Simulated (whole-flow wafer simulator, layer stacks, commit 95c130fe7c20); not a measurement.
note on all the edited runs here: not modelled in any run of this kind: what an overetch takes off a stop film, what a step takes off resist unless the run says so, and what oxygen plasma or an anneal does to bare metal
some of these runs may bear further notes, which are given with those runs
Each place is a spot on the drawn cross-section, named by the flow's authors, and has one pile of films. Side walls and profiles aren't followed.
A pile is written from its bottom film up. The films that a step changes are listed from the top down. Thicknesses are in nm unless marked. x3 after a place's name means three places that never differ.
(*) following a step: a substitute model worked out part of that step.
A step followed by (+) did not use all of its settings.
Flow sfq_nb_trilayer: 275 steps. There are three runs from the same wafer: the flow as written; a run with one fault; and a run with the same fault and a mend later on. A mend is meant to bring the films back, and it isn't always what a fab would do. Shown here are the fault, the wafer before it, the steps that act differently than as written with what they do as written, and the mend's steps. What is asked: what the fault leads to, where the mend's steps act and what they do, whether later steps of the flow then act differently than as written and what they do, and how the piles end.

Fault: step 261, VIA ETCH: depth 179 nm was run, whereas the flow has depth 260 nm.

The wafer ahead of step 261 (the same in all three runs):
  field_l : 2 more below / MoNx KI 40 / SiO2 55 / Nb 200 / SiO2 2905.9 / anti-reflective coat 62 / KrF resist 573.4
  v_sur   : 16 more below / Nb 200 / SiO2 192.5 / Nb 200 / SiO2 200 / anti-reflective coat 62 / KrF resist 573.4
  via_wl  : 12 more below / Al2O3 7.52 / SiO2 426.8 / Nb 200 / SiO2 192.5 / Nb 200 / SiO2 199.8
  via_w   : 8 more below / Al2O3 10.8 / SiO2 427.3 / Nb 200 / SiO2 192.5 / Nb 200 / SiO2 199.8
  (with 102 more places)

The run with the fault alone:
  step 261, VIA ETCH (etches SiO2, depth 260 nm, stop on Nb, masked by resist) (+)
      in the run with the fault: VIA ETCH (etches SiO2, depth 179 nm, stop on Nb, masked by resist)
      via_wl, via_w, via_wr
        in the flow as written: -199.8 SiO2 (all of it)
        in the run with the fault: -179 SiO2
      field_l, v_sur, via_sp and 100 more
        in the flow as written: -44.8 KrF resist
        in the run with the fault: -30.9 KrF resist
  Steps further on in the flow that do not act as written (not shown: 3 more steps that differ only slightly, by at most 2% or 0.5 nm, whichever is larger):
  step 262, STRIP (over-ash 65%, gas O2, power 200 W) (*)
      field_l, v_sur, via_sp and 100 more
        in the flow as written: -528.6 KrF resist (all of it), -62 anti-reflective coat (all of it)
        in the run with the fault: -542.6 KrF resist (all of it), -62 anti-reflective coat (all of it)
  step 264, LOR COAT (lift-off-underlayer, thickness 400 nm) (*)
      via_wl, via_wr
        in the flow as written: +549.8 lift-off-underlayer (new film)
        in the run with the fault: +534.2 lift-off-underlayer (new film)
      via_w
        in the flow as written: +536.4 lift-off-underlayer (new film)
        in the run with the fault: +522.2 lift-off-underlayer (new film)
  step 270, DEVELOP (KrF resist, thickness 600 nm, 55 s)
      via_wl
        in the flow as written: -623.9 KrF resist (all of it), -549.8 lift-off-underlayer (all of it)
        in the run with the fault: -621.2 KrF resist (all of it), -534.2 lift-off-underlayer (all of it)
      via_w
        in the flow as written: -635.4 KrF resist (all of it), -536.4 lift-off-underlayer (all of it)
        in the run with the fault: -631.6 KrF resist (all of it), -522.2 lift-off-underlayer (all of it)
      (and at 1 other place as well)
  At via_wl, via_w, via_wr, the piles at the end differ from the flow's by more than 2% or 0.5 nm, whichever is larger.
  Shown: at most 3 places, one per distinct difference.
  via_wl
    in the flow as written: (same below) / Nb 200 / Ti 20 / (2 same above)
    in the run with the fault: (same below) / Nb 200 / SiO2 20.8 / Ti 20 / (2 same above)

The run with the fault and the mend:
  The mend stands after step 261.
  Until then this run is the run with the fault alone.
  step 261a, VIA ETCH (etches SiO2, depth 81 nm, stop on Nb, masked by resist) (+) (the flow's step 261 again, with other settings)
      field_l, v_sur, via_sp and 100 more
        -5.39 KrF resist
      via_wl, via_w, via_wr
        -20.8 SiO2 (all of it)
  None of the later steps of the flow differs from how it acts as written, at any place that is followed, by more than 2% or 0.5 nm, whichever is larger.
  The piles end the same as the flow's at every place that both follow.
